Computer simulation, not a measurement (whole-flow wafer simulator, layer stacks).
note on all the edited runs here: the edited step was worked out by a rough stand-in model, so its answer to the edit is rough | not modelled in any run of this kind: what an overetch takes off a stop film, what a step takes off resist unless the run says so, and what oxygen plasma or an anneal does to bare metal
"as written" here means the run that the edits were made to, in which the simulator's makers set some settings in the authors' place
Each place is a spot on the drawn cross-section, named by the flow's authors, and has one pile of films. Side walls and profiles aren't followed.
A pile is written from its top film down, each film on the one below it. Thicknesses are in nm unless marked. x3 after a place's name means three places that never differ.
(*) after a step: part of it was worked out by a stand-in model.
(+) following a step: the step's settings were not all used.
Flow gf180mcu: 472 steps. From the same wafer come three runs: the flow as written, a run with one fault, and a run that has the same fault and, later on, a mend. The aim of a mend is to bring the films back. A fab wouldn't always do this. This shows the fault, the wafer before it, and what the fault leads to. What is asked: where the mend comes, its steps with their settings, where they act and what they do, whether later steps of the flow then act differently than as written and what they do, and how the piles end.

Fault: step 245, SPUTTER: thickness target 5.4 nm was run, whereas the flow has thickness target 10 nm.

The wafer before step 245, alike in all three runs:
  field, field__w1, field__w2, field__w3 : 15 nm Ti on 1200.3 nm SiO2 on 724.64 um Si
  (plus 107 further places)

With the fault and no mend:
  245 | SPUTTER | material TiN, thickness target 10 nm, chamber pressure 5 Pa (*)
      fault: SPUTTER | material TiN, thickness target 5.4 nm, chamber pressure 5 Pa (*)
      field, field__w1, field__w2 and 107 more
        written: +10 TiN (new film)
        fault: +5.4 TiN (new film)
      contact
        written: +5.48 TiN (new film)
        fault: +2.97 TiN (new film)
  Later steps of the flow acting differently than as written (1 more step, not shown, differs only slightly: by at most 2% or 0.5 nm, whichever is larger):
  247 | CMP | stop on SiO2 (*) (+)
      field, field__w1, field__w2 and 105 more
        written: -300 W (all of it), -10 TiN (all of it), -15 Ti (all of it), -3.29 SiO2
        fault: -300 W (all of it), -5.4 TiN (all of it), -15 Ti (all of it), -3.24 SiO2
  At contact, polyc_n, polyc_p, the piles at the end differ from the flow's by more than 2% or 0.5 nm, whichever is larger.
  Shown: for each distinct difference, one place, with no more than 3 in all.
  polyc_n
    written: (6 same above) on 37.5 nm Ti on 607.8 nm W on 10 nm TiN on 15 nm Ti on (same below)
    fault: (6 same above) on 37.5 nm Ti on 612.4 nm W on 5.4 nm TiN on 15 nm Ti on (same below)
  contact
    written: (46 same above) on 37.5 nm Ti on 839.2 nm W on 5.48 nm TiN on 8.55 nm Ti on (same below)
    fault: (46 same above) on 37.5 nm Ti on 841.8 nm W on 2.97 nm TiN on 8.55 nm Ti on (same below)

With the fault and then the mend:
  The mend stands after step 245.
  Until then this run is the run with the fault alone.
  245a | SPUTTER | material TiN, thickness target 4.6 nm, chamber pressure 5 Pa (*) (the flow's step 245 again, with other settings)
      field, field__w1, field__w2 and 107 more
        +4.6 TiN
      contact
        +2.52 TiN
  Every later step of the flow that is run acts as written at every place that is followed.
  At every place that both follow, the piles at the end match the flow's.
